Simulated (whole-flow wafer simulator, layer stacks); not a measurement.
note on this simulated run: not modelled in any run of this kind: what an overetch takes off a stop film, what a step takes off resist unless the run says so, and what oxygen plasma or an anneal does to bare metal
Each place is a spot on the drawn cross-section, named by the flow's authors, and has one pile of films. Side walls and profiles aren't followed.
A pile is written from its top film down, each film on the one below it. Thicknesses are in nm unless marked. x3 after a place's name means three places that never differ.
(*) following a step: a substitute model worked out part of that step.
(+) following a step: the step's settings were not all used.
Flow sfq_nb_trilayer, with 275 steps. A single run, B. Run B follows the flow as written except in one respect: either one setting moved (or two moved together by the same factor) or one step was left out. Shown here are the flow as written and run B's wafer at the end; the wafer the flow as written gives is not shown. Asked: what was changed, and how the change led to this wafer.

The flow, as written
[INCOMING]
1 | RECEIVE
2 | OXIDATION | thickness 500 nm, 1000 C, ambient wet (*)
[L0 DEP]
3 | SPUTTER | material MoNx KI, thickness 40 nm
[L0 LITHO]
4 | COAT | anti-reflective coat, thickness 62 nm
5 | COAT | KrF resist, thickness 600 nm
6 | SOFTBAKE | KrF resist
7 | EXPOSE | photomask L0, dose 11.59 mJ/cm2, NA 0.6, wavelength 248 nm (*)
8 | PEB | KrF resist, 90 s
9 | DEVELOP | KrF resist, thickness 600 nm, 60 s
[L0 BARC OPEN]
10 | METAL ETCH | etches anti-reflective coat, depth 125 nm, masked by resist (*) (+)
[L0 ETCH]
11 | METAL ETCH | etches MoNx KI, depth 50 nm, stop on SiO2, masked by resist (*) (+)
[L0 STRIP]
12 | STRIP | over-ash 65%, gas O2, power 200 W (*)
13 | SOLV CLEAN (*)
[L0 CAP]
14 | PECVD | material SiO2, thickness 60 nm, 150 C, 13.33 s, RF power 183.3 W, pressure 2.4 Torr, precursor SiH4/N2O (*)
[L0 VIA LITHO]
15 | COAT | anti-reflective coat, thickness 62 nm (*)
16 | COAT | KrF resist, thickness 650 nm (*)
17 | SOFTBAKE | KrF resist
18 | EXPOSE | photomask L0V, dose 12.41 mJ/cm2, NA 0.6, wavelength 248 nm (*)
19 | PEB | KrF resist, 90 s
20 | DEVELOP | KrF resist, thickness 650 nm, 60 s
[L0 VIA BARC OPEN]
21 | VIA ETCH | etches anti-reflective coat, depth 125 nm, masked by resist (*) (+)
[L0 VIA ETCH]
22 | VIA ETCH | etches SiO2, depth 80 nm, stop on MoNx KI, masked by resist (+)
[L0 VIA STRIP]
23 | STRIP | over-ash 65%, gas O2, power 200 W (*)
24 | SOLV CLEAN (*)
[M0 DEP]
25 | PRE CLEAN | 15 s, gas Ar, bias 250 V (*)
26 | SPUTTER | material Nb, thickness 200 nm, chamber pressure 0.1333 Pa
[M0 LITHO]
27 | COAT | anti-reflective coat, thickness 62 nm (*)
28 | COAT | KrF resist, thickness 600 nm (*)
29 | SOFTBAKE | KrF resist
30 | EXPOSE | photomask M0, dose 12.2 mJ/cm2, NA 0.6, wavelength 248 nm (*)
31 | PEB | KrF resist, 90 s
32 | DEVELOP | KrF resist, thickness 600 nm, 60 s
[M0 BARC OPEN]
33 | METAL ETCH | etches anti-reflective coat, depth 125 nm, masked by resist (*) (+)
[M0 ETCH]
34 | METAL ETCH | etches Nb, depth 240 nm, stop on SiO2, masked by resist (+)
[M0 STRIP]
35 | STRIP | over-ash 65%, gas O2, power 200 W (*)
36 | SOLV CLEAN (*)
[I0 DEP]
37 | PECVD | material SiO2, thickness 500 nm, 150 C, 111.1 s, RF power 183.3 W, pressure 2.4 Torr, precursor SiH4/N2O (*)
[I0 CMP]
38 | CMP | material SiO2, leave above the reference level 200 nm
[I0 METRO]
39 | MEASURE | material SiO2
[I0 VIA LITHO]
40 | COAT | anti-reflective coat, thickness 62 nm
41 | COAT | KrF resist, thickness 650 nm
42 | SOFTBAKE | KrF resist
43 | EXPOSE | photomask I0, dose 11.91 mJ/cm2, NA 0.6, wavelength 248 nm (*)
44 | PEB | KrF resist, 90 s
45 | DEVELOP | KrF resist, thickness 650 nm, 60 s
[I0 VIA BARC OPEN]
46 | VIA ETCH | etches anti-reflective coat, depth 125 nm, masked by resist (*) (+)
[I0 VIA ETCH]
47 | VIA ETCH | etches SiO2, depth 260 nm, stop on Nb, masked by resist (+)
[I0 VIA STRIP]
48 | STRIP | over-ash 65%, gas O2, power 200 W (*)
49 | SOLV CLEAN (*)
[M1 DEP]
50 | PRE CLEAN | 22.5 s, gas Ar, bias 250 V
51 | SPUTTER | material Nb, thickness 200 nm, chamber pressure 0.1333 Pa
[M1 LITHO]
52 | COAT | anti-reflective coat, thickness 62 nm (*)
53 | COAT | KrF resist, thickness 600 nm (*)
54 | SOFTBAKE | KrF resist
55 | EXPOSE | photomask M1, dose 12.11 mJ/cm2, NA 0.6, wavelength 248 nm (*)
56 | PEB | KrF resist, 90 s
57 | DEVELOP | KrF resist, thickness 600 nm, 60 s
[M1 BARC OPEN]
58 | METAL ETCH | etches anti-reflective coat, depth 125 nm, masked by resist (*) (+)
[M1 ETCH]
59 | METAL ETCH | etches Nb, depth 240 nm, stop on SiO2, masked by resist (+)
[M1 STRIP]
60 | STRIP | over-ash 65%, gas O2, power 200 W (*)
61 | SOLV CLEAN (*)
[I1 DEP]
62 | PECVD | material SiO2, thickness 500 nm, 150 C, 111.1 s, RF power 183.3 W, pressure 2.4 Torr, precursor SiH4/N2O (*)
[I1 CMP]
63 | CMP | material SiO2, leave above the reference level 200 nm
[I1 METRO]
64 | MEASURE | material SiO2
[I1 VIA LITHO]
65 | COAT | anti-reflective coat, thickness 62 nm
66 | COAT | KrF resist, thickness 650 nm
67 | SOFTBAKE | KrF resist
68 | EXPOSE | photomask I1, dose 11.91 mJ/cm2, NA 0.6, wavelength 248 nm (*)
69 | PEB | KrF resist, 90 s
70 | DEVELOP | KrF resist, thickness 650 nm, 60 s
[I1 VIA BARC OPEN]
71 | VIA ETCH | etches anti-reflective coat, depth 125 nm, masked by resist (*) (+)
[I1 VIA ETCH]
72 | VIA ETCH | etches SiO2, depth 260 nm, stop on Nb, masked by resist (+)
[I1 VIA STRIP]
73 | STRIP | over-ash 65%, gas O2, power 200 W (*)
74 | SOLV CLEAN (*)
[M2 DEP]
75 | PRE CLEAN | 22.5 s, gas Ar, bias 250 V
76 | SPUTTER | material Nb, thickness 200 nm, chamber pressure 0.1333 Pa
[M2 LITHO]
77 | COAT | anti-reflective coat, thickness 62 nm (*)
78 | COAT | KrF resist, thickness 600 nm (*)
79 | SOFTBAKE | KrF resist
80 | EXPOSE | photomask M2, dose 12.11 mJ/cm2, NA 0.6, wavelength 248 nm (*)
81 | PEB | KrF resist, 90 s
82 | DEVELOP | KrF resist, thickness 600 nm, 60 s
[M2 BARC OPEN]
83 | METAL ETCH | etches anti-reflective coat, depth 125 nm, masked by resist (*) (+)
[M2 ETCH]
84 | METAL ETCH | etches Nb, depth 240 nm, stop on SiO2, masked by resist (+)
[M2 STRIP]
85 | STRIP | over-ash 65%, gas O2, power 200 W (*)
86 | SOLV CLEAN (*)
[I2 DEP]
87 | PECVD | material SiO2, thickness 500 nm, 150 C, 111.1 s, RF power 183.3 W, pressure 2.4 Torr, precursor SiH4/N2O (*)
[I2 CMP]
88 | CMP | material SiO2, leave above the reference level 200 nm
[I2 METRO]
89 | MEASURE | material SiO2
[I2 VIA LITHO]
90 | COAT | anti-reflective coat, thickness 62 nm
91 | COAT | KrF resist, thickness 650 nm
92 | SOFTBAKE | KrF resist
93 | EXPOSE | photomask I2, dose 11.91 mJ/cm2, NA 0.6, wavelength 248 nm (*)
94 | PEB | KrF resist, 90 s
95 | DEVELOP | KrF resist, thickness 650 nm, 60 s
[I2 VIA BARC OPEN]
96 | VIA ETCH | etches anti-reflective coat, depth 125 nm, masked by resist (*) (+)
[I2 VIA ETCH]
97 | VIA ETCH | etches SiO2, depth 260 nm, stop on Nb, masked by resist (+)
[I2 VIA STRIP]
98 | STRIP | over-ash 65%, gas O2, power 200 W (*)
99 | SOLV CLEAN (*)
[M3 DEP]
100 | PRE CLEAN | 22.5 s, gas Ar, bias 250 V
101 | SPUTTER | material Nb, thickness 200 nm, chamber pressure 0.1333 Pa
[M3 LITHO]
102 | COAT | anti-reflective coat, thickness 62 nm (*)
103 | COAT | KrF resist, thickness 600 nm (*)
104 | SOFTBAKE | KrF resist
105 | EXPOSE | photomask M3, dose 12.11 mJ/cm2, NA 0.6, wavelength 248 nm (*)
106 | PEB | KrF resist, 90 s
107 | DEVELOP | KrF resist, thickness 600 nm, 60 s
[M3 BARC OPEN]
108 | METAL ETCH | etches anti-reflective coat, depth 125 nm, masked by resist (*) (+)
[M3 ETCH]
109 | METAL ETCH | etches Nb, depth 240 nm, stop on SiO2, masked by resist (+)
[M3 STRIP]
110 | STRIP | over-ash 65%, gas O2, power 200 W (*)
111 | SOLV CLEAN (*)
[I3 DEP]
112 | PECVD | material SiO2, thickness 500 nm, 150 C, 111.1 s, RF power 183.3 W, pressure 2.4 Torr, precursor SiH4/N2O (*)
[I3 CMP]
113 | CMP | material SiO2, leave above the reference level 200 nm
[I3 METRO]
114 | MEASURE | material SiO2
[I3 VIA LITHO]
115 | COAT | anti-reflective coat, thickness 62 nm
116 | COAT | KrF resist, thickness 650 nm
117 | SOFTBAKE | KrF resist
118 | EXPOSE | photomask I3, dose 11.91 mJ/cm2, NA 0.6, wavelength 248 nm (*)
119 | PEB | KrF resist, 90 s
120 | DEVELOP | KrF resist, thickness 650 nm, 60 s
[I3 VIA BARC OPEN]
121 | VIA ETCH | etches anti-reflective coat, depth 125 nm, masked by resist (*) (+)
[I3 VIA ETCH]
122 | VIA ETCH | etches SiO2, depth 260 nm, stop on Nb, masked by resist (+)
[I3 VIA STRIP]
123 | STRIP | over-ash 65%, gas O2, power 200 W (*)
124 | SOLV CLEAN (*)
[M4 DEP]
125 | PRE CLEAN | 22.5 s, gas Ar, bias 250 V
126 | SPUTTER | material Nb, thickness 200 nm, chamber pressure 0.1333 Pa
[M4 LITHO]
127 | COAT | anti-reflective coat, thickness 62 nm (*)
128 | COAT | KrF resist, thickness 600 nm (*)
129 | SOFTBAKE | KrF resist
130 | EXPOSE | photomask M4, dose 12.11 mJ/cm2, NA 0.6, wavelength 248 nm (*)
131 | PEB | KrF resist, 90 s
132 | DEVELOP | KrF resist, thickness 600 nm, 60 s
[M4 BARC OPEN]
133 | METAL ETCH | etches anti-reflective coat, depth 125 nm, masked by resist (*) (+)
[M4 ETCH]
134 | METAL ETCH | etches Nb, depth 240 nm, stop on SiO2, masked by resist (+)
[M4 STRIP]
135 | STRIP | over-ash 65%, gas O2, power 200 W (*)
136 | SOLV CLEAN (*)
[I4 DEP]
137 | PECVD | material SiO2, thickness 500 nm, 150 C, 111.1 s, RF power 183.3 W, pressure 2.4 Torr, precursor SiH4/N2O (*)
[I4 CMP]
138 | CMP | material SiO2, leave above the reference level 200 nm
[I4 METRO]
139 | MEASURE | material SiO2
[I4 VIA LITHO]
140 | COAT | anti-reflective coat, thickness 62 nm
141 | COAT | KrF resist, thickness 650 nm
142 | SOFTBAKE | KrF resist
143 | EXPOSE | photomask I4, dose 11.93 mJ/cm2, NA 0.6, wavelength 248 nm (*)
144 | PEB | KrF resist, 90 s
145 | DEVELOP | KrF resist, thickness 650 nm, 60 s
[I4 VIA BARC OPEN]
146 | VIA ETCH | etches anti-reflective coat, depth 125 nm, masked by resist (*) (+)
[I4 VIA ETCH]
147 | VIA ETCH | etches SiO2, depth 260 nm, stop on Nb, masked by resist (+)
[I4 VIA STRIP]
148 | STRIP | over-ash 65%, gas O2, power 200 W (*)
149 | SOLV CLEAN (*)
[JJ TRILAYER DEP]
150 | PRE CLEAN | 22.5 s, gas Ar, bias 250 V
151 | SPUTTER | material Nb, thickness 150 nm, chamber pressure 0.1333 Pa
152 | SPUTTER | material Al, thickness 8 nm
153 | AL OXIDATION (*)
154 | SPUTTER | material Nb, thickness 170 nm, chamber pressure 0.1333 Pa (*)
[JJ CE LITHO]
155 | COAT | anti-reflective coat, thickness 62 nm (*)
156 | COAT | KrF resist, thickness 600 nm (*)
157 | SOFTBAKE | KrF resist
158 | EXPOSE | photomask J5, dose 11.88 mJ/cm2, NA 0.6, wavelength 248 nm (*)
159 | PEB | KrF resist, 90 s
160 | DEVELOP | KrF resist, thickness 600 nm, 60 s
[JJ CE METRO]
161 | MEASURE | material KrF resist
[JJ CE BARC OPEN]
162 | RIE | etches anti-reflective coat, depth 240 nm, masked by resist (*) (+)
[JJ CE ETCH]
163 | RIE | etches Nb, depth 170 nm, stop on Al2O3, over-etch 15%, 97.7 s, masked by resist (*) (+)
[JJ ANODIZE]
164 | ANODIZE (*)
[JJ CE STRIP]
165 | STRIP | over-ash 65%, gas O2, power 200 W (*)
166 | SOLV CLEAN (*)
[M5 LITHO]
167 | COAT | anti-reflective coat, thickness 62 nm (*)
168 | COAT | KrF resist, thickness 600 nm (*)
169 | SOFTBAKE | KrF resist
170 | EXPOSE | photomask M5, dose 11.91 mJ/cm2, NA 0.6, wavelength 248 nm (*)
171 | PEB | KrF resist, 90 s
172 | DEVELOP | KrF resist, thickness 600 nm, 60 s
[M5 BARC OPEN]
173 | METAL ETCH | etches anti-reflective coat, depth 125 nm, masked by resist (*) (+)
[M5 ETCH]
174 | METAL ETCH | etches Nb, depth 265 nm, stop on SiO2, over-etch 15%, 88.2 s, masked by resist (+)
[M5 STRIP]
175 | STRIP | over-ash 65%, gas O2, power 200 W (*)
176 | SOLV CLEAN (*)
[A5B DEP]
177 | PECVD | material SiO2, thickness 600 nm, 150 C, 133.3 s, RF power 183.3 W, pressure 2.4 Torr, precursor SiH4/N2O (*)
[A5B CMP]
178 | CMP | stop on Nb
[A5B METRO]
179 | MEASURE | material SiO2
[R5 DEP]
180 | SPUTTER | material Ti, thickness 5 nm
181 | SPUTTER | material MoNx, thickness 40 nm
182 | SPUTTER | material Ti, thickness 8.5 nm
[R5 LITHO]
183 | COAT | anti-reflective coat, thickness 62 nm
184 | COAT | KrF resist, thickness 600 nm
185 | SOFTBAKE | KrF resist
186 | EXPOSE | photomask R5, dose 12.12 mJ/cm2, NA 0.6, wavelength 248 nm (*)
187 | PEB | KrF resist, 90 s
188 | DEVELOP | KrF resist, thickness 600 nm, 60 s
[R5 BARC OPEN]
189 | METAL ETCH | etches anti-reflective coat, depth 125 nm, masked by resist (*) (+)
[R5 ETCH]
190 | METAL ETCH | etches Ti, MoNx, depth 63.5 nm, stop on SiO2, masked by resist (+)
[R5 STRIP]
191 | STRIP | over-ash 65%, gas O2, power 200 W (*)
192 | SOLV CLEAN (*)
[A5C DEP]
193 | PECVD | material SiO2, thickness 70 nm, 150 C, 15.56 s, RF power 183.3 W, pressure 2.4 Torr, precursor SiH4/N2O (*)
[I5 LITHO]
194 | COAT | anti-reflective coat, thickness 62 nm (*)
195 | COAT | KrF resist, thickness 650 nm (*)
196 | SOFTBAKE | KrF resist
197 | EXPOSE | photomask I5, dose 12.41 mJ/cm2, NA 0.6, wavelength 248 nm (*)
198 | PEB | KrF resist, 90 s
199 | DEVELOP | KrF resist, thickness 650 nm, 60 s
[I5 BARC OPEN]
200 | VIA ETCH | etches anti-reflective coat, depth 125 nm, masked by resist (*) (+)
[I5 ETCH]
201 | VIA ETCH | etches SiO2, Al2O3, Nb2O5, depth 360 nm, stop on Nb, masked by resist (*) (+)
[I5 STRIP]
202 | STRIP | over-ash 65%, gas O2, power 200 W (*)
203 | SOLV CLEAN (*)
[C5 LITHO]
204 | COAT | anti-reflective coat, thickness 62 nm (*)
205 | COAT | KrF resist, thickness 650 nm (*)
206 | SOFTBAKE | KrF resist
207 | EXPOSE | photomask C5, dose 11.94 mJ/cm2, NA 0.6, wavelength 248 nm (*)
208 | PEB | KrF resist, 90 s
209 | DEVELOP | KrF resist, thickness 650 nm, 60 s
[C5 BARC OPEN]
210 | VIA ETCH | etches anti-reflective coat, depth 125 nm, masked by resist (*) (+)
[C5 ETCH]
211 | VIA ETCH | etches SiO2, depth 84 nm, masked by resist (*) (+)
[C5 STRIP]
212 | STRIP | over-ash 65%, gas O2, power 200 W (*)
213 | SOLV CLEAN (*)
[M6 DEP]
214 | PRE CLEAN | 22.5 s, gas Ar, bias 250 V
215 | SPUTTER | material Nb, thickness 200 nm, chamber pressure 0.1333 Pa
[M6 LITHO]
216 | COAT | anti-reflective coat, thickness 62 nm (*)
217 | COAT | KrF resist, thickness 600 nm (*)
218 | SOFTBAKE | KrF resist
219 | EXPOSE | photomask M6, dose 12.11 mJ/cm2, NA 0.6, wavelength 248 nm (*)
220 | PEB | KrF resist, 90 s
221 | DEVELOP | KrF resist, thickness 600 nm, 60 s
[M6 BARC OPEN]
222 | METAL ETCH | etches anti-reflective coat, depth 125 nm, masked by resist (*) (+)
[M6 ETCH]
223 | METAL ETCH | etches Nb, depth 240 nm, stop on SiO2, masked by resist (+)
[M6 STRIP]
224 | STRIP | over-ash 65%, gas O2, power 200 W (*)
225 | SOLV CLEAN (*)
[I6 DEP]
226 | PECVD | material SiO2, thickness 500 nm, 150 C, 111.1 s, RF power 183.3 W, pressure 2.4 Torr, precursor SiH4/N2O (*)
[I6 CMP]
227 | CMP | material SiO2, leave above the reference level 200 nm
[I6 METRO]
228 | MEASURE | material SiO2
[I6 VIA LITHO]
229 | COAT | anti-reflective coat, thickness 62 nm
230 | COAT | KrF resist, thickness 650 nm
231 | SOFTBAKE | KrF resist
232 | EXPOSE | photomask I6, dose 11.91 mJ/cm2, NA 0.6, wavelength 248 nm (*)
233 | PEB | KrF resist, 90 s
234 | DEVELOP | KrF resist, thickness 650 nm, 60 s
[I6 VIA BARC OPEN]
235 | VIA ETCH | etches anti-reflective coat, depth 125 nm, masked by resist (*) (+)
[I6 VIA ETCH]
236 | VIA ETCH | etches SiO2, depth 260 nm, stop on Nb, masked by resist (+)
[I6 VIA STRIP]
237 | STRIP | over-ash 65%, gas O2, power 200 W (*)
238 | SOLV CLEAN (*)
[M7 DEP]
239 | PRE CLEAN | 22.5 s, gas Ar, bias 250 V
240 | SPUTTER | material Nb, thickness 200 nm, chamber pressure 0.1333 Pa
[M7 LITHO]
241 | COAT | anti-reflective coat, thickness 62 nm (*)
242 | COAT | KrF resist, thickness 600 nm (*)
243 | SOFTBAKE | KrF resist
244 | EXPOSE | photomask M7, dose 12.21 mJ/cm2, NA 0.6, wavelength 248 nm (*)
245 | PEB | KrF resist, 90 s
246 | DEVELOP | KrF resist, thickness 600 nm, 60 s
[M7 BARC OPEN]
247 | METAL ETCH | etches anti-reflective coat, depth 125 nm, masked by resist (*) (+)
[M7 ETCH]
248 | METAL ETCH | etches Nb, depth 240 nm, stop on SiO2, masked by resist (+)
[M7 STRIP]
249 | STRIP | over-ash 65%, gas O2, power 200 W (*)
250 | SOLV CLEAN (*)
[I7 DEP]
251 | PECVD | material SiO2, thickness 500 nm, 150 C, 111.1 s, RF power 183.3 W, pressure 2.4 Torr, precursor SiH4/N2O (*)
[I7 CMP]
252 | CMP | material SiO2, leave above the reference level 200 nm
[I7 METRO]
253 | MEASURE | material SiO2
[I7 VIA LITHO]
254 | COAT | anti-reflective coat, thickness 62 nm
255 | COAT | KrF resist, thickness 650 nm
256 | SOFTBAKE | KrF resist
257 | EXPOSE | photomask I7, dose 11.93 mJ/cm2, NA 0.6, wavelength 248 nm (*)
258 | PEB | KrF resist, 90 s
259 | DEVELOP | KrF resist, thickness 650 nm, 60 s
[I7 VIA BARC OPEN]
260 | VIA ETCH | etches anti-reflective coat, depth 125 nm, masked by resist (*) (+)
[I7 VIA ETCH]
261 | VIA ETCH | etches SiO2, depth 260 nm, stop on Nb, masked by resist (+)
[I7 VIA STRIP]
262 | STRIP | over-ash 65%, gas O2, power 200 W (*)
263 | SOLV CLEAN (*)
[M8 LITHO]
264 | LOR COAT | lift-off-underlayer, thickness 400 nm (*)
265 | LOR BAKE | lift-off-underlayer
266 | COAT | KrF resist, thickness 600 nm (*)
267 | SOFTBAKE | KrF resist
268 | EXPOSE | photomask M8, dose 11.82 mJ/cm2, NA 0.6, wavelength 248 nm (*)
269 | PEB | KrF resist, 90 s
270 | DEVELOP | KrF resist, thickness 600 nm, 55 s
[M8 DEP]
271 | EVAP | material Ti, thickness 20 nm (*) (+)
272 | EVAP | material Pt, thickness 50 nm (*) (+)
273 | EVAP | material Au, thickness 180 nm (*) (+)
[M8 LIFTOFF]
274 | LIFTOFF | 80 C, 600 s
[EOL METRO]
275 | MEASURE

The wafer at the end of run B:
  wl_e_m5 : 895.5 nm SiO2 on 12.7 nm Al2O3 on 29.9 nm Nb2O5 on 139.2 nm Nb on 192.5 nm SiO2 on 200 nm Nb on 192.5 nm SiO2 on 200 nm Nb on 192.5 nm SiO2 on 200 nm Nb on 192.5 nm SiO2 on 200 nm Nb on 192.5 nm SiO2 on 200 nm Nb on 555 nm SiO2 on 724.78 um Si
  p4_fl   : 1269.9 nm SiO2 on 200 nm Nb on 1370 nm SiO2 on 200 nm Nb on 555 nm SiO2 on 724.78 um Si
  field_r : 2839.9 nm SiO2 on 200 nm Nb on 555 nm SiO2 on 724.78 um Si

Cause: step 215, SPUTTER: thickness 94 nm was run, though the flow has thickness 200 nm.

How this came from the change, step by step:
  215 | SPUTTER | material Nb, thickness 200 nm, chamber pressure 0.1333 Pa
      field_l, v_sur, via_wl and 100 more: Nb gains 94 (new film) (it would be, as written: Nb gains 200 (new film))
      be: Nb gains 69.7 (it would be, as written: Nb gains 147.3)
      (as well as at 2 more places)
  216 | COAT | anti-reflective coat, thickness 62 nm (*)
      be: anti-reflective coat gains 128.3 (new film) (it would be, as written: anti-reflective coat gains 136.7 (new film))
      be_sur: anti-reflective coat gains 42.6 (new film) (it would be, as written: anti-reflective coat gains 43.8 (new film))
      (as well as at 2 more places)
  223 | METAL ETCH | etches Nb, depth 240 nm, stop on SiO2, masked by resist (+)
      field_l, gap, moat and 76 more: Nb loses 94 (all of it) (it would be, as written: Nb loses 200 (all of it))
      v_sur, via_wl, via_w and 24 more: KrF resist loses 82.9 (it would be, as written: KrF resist loses 141.2)
  224 | STRIP | over-ash 65%, gas O2, power 200 W (*)
      wl_j_sl, wl_j_sr: KrF resist loses 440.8 (all of it), anti-reflective coat loses 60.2 (all of it) (it would be, as written: KrF resist loses 382.5 (all of it), anti-reflective coat loses 60.2 (all of it))
      wl_c_m6, wl_f_m6: KrF resist loses 440.5 (all of it), anti-reflective coat loses 62 (all of it) (it would be, as written: KrF resist loses 382.3 (all of it), anti-reflective coat loses 62 (all of it))
      (as well as at 23 more places)
  226 | PECVD | material SiO2, thickness 500 nm, 150 C, 111.1 s, RF power 183.3 W, pressure 2.4 Torr, precursor SiH4/N2O (*)
      gap, wl_a_sl, m6r_space_l x2: SiO2 gains 500 (it would be, as written: SiO2 gains 557.1)
      be: SiO2 gains 653.1 (new film) (it would be, as written: SiO2 gains 693.5 (new film))
  227 | CMP | material SiO2, leave above the reference level 200 nm
      field_l, p4_fl, p4_fm and 59 more: SiO2 loses 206 (it would be, as written: SiO2 loses 100)
      moat, field_r, lsp_l, ln_m5, lsp_m: SiO2 loses 206 (it would be, as written: SiO2 loses 93.6)
      (as well as at 13 more places)
